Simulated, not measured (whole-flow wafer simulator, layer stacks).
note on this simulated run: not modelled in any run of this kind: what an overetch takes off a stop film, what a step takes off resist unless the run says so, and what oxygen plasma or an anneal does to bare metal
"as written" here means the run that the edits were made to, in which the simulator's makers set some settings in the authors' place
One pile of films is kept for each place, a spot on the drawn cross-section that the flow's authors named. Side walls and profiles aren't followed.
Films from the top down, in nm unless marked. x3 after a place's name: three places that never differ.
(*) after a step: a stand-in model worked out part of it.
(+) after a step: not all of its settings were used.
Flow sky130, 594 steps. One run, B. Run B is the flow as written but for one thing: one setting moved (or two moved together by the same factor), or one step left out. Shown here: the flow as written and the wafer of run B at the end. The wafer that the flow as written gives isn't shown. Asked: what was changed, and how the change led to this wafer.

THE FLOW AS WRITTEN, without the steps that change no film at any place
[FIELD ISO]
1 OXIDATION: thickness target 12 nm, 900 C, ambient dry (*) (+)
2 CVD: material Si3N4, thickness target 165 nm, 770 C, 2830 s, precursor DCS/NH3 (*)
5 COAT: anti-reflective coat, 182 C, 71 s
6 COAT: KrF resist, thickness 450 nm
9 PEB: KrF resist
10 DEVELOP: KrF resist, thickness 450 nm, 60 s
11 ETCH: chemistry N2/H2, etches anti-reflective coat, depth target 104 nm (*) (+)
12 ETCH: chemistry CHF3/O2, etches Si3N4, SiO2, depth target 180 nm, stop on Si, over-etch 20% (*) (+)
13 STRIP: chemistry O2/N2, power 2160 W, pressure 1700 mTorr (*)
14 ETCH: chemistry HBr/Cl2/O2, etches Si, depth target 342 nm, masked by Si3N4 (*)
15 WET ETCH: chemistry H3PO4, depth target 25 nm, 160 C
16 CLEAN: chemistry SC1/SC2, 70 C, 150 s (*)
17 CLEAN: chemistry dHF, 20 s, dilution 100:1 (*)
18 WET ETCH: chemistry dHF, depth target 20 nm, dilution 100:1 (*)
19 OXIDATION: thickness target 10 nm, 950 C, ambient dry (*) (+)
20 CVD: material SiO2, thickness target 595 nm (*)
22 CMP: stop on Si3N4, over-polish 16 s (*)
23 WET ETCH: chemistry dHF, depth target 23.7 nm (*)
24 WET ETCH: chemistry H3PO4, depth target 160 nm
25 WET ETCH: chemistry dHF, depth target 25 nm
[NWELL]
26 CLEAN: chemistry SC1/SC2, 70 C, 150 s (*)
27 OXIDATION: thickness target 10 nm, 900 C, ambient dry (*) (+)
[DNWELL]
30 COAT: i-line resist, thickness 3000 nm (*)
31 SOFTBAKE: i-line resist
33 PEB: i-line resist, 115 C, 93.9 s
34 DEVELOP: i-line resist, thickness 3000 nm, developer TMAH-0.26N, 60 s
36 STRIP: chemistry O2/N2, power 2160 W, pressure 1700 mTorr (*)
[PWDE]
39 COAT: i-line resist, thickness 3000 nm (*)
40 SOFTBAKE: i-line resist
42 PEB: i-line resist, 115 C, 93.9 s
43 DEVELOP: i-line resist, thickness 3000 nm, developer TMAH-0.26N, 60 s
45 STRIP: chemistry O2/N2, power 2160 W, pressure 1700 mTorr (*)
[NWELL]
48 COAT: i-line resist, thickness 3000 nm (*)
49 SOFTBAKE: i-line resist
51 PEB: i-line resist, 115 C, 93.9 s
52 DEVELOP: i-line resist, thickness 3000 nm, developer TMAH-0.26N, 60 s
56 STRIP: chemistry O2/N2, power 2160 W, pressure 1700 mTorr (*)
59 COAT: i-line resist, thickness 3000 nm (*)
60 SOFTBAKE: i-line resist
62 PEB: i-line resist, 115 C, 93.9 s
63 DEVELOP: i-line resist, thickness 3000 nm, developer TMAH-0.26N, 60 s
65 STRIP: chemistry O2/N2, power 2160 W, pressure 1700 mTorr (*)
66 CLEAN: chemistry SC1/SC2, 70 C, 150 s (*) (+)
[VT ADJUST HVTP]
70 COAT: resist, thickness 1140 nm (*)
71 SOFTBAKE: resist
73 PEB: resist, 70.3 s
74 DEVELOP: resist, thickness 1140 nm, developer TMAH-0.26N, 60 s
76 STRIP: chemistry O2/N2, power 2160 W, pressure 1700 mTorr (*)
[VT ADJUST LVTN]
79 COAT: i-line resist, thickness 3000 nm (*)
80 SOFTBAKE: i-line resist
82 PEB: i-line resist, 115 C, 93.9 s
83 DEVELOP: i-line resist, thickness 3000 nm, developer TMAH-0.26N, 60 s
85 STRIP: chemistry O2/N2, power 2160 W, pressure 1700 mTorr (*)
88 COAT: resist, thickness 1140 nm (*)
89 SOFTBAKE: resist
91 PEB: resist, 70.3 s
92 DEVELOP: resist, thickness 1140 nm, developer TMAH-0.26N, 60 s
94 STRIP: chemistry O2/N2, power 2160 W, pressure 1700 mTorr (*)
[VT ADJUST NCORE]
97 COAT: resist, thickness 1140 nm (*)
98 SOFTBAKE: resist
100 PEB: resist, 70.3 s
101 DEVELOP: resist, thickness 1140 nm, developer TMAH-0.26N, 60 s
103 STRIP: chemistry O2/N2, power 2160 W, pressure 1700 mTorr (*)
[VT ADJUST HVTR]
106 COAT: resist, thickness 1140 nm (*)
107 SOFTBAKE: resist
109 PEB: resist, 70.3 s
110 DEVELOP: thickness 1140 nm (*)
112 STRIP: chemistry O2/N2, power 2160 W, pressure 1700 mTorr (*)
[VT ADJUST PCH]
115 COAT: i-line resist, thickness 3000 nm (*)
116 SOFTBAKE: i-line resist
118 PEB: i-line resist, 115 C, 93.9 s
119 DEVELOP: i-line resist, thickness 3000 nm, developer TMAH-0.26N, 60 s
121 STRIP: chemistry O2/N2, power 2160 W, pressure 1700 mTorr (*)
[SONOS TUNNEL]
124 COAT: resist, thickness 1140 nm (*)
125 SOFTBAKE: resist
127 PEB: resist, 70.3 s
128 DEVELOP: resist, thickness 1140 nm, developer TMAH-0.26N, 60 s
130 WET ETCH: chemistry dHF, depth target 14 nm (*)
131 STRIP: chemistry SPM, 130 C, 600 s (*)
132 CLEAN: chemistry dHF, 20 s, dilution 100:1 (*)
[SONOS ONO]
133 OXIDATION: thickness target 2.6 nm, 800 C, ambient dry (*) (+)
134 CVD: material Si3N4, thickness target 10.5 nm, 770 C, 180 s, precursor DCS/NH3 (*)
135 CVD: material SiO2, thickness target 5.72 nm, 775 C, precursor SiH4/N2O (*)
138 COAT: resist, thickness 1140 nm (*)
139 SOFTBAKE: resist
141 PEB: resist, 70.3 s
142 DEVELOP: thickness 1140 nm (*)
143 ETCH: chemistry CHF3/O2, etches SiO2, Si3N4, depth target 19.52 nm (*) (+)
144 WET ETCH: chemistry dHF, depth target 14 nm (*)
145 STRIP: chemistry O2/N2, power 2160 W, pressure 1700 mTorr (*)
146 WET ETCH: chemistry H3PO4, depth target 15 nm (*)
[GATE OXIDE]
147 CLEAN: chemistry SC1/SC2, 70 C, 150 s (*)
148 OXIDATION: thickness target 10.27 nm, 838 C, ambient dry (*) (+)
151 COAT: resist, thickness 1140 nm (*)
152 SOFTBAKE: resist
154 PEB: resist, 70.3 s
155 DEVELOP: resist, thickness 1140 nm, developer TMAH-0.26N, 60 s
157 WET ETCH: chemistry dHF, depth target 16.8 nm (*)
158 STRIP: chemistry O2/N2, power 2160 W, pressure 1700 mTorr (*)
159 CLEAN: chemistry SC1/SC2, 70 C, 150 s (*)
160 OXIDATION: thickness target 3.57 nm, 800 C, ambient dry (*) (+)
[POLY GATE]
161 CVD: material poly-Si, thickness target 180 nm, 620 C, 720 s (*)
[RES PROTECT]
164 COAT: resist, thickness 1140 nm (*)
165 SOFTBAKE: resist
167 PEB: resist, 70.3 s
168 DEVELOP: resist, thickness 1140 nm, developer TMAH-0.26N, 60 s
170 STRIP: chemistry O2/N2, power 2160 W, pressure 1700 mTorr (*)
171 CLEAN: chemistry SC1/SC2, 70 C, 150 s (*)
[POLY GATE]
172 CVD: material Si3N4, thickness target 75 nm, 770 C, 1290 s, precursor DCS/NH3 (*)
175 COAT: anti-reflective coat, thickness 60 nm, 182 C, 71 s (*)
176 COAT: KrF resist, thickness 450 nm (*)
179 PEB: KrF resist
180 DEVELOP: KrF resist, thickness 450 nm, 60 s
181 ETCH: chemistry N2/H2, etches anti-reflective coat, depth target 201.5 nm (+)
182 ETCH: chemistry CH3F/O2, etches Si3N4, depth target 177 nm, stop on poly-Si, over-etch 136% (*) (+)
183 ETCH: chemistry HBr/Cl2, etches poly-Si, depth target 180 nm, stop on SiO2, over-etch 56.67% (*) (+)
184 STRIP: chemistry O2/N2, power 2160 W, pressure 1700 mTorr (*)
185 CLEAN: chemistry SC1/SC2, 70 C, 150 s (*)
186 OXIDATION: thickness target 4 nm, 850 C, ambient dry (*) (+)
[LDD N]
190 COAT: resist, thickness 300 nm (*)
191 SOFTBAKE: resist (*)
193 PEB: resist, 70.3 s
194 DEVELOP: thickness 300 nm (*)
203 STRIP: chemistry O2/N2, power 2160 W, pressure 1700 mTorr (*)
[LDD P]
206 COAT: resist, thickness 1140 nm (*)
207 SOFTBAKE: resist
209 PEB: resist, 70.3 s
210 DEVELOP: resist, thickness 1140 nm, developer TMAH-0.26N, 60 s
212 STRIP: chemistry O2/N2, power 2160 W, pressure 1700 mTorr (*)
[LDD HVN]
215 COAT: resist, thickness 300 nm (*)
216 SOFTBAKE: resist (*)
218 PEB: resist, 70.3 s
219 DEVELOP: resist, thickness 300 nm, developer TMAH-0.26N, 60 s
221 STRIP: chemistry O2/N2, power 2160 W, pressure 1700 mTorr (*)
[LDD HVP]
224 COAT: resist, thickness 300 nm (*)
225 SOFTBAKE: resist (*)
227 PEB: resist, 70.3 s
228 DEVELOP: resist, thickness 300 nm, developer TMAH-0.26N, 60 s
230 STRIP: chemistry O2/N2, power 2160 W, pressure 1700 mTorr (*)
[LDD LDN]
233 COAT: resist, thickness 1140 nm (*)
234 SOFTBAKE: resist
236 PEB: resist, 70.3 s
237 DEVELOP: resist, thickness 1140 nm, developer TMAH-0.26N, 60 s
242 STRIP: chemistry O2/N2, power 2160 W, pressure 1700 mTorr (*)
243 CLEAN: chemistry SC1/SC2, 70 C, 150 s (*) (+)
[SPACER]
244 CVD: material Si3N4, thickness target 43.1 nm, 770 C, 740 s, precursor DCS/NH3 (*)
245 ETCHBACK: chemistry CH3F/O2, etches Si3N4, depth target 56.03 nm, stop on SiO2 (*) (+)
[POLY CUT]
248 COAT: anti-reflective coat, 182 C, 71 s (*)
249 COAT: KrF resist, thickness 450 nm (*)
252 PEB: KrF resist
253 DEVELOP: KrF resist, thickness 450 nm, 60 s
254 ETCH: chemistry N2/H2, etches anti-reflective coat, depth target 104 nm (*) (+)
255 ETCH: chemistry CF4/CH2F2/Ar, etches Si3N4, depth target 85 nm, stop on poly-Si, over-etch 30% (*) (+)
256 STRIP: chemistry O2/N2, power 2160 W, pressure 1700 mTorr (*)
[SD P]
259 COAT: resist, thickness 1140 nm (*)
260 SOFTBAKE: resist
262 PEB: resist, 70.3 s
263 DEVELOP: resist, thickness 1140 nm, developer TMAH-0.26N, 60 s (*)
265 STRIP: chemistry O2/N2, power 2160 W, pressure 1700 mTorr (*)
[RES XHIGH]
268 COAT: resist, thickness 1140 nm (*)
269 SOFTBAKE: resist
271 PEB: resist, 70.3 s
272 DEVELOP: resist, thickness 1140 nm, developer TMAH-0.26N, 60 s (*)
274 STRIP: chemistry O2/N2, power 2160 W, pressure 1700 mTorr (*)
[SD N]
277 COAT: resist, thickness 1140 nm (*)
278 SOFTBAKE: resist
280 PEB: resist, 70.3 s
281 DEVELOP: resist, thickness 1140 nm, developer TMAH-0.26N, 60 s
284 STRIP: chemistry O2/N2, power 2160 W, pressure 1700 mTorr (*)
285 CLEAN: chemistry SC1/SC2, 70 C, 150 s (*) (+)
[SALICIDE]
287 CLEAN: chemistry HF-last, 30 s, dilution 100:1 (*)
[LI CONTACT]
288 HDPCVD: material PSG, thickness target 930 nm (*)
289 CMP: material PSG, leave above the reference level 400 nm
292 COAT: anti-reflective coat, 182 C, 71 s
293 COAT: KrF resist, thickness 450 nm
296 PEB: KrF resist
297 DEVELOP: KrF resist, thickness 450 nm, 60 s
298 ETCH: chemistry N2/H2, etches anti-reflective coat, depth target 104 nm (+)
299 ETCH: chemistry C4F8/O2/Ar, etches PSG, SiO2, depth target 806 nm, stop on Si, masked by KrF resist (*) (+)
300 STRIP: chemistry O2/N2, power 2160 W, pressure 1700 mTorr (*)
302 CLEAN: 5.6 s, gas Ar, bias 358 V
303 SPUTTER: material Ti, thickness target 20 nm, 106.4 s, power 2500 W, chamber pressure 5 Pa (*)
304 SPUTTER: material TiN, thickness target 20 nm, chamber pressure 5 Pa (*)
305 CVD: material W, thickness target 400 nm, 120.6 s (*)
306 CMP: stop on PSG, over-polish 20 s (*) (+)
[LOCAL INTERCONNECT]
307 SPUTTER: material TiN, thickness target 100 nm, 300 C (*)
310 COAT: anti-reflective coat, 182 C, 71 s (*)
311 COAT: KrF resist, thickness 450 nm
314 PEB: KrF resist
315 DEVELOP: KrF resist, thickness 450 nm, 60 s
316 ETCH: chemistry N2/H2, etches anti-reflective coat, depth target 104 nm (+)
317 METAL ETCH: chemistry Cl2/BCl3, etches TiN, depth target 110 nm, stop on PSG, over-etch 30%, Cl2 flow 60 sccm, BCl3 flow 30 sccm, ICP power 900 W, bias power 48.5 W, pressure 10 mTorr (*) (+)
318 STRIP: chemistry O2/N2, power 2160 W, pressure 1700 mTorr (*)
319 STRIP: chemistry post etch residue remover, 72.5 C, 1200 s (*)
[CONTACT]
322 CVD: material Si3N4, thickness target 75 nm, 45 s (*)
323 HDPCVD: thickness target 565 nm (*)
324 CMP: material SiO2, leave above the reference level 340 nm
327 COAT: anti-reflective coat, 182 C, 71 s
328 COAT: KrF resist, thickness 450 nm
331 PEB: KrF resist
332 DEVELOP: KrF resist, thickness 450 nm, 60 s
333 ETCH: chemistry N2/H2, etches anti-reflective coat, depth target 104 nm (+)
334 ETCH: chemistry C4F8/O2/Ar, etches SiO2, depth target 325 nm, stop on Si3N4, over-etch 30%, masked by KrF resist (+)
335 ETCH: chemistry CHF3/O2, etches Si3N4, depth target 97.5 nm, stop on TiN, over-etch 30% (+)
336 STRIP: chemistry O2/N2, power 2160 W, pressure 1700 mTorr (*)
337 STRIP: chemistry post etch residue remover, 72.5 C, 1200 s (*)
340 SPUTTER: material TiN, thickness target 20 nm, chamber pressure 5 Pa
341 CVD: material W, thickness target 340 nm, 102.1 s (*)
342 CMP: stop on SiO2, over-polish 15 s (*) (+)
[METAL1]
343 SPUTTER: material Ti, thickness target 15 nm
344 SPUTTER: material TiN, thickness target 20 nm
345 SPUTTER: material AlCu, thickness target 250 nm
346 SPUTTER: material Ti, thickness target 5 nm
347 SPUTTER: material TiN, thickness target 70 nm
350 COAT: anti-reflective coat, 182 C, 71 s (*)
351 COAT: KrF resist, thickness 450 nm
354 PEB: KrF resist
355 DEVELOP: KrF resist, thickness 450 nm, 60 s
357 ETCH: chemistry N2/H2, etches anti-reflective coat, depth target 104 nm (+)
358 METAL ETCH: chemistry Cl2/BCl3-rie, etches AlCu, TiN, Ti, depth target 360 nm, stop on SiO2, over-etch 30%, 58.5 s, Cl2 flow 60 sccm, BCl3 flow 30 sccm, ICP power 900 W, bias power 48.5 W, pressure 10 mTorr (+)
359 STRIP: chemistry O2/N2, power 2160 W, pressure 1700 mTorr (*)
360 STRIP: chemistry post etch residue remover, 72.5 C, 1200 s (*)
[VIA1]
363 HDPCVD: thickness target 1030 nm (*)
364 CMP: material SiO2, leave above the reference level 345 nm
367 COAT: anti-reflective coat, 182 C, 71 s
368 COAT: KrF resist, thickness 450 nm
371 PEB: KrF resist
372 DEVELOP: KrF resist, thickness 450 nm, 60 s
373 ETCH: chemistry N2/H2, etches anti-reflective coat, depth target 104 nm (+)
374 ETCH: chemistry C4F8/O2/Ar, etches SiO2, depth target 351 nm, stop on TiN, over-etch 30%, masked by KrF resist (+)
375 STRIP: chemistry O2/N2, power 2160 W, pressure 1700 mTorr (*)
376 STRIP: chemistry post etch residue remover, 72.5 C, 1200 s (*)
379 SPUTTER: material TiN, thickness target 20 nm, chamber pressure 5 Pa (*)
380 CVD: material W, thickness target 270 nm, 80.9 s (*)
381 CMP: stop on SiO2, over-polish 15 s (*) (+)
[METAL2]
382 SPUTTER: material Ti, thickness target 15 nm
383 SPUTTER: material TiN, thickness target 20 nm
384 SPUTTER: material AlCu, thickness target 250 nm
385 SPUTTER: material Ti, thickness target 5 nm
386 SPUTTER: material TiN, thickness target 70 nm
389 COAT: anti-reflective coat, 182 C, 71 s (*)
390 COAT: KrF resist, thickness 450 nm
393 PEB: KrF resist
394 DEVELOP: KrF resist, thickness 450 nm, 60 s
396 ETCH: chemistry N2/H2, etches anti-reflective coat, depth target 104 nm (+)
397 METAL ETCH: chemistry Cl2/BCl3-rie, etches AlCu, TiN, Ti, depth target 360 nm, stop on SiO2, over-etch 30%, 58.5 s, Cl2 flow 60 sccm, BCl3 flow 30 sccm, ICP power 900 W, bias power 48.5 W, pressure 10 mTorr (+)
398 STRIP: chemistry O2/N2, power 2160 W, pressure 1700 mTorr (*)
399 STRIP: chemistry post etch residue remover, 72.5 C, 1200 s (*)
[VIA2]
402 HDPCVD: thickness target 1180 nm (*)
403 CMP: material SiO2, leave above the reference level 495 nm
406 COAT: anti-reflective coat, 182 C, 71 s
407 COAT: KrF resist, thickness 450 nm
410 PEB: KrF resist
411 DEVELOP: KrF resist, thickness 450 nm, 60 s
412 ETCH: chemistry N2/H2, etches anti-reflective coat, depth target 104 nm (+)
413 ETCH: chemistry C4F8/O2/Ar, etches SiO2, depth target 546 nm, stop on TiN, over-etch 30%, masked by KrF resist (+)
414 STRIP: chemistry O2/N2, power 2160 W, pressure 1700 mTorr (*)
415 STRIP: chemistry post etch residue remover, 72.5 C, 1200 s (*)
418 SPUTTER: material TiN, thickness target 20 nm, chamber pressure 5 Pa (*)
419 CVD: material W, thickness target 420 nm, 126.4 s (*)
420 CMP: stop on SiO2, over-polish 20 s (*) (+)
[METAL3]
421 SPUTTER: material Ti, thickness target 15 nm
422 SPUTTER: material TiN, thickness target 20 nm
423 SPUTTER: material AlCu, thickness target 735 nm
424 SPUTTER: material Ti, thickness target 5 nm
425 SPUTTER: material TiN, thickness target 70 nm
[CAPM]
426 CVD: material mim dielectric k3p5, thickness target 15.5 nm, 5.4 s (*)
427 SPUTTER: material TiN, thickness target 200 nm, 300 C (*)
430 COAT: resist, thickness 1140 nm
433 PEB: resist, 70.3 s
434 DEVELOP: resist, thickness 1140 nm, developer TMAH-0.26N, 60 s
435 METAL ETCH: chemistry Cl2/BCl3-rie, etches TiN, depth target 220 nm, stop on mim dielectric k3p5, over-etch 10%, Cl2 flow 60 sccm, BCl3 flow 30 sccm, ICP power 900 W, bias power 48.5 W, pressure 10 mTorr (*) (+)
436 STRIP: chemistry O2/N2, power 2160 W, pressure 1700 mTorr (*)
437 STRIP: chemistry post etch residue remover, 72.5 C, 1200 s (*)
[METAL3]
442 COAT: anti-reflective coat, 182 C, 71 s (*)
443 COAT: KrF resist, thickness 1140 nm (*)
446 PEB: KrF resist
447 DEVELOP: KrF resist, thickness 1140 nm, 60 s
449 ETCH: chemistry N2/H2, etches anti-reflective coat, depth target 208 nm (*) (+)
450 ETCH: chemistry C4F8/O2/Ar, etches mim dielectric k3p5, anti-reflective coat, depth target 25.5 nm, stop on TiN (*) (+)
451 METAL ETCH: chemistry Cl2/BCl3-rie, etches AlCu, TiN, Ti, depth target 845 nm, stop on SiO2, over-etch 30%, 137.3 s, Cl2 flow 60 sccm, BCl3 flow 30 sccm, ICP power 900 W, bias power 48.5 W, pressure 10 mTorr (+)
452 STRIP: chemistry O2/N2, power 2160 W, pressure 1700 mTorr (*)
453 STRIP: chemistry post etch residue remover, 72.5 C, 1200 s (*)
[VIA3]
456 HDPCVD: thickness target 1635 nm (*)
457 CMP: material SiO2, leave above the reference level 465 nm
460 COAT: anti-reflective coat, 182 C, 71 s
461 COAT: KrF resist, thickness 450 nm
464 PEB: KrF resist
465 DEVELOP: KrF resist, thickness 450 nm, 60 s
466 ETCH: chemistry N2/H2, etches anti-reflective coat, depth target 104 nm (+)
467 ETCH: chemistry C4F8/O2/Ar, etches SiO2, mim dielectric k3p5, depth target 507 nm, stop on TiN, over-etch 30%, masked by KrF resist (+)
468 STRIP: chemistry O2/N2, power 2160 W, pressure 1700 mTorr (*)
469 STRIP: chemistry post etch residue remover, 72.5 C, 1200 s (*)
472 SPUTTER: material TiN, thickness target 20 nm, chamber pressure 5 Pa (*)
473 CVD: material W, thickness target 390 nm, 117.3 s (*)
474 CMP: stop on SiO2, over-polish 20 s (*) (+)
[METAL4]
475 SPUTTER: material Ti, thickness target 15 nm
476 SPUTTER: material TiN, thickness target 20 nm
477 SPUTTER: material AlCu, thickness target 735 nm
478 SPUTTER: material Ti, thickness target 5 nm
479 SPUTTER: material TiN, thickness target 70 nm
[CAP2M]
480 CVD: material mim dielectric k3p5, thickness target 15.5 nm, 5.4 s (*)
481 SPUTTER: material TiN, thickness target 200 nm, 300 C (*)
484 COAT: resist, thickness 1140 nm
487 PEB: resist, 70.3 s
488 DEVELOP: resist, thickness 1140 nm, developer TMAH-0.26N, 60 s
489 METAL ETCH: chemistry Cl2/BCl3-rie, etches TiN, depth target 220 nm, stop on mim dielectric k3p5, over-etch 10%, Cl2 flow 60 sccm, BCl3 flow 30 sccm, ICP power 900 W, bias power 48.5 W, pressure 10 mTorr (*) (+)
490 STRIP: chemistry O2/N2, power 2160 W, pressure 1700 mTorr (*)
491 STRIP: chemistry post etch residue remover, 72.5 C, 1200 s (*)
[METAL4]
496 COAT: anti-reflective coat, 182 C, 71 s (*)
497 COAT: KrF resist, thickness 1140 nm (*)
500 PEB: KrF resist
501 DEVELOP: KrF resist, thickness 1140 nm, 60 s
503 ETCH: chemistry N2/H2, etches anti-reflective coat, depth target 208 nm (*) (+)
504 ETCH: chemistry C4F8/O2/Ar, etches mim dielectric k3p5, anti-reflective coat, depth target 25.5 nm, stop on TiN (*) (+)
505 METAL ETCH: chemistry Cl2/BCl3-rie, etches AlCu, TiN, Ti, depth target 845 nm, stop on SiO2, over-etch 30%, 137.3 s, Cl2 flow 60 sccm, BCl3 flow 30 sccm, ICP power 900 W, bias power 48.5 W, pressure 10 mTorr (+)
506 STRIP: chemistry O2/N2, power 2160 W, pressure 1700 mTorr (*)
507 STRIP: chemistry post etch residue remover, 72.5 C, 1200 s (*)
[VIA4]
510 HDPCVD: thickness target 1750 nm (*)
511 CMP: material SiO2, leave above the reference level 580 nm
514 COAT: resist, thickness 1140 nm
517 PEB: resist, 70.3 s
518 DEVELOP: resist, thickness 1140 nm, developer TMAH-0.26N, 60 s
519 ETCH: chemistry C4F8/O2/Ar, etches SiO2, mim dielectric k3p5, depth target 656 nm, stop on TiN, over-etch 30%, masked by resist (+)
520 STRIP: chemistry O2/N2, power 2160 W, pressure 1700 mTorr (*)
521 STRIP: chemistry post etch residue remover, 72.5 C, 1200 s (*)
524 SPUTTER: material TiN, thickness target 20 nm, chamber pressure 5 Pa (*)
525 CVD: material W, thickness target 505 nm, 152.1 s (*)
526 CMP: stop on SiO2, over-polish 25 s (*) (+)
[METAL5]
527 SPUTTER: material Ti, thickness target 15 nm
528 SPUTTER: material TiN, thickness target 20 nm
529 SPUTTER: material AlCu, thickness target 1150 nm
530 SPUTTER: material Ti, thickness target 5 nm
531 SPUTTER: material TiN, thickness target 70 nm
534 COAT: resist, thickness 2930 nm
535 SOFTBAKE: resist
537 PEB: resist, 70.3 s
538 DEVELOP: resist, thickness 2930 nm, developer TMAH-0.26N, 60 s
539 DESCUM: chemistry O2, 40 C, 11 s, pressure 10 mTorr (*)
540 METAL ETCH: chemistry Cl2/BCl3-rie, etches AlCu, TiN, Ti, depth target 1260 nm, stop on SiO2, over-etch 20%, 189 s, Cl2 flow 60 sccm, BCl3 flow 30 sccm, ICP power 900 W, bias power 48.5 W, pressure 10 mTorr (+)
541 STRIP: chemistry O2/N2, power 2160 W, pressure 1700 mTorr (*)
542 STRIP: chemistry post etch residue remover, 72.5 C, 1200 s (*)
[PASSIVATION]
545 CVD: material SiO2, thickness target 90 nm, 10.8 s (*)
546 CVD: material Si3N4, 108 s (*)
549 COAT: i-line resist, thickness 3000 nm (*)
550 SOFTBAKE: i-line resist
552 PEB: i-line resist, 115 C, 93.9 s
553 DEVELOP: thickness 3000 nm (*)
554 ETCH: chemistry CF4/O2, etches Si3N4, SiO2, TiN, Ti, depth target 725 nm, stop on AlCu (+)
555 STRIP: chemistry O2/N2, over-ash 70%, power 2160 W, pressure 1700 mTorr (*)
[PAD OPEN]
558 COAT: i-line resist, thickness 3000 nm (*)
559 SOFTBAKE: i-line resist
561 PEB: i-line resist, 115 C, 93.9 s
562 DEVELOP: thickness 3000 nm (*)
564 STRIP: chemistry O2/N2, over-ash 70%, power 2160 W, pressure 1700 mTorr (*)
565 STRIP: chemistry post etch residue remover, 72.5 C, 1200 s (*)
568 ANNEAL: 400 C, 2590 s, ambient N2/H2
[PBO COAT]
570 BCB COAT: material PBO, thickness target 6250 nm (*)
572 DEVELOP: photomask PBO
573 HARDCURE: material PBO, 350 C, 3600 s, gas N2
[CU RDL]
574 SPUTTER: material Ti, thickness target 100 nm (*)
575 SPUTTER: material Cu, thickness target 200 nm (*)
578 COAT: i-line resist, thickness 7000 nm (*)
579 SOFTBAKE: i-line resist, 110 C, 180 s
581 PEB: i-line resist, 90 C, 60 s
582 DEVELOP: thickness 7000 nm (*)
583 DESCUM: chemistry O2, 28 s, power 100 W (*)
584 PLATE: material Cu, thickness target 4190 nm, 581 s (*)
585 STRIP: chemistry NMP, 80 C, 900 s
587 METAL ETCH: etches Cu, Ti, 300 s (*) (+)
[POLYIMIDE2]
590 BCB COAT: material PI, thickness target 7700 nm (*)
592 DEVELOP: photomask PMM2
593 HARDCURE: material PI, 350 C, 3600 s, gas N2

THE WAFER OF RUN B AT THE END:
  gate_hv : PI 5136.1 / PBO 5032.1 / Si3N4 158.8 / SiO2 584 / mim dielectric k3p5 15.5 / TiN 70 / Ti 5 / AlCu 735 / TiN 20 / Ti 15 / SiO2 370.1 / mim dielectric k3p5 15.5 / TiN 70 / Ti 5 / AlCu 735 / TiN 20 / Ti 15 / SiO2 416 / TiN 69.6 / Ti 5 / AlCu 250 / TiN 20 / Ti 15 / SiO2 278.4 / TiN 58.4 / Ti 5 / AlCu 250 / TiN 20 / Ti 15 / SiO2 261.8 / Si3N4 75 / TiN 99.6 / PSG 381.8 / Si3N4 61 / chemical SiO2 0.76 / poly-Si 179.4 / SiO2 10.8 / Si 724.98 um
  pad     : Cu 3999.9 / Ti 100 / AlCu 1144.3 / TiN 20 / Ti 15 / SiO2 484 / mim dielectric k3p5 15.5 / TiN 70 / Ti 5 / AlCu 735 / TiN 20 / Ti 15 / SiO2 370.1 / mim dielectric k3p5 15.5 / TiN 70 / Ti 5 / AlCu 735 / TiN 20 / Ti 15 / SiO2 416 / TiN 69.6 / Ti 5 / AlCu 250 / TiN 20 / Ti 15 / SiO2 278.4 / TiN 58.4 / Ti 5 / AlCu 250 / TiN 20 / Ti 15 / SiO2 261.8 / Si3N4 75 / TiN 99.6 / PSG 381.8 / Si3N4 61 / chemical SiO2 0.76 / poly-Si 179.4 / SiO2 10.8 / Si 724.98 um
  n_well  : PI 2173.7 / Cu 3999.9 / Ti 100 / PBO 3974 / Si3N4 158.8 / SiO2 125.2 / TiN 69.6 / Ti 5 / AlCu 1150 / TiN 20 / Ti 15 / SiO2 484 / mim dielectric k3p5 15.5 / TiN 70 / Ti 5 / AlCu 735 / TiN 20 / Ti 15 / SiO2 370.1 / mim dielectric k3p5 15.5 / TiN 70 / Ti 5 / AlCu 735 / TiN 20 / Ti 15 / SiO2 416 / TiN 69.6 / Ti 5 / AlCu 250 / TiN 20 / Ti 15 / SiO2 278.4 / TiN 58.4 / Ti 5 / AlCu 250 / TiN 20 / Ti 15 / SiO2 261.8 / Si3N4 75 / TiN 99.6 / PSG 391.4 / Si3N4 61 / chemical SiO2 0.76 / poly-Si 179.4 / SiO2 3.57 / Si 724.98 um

The cause: step 347, SPUTTER: thickness target 58.8 nm was run, where the flow has thickness target 70 nm.

How the change led to this, step by step:
  347 SPUTTER: material TiN, thickness target 70 nm
      field, active, n_well and 188 more: TiN +58.8 (new film) (as written it would be: TiN +70 (new film))
  358 METAL ETCH: chemistry Cl2/BCl3-rie, etches AlCu, TiN, Ti, depth target 360 nm, stop on SiO2, over-etch 30%, 58.5 s, Cl2 flow 60 sccm, BCl3 flow 30 sccm, ICP power 900 W, bias power 48.5 W, pressure 10 mTorr (+)
      field, active, gate and 81 more: TiN -57.5 (all of it), Ti -5 (all of it), AlCu -250 (all of it), TiN -20 (all of it), Ti -15 (all of it), SiO2 -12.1 (as written it would be: TiN -68.7 (all of it), Ti -5 (all of it), AlCu -250 (all of it), TiN -20 (all of it), Ti -15 (all of it), SiO2 -10.9)
  374 ETCH: chemistry C4F8/O2/Ar, etches SiO2, depth target 351 nm, stop on TiN, over-etch 30%, masked by KrF resist (+)
      m1, via1_hole: SiO2 -281 (all of it) (as written it would be: SiO2 -269.8 (all of it))
  380 CVD: material W, thickness target 270 nm, 80.9 s (*)
      m1, via1_hole: W +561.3 (new film) (as written it would be: W +549.9 (new film))
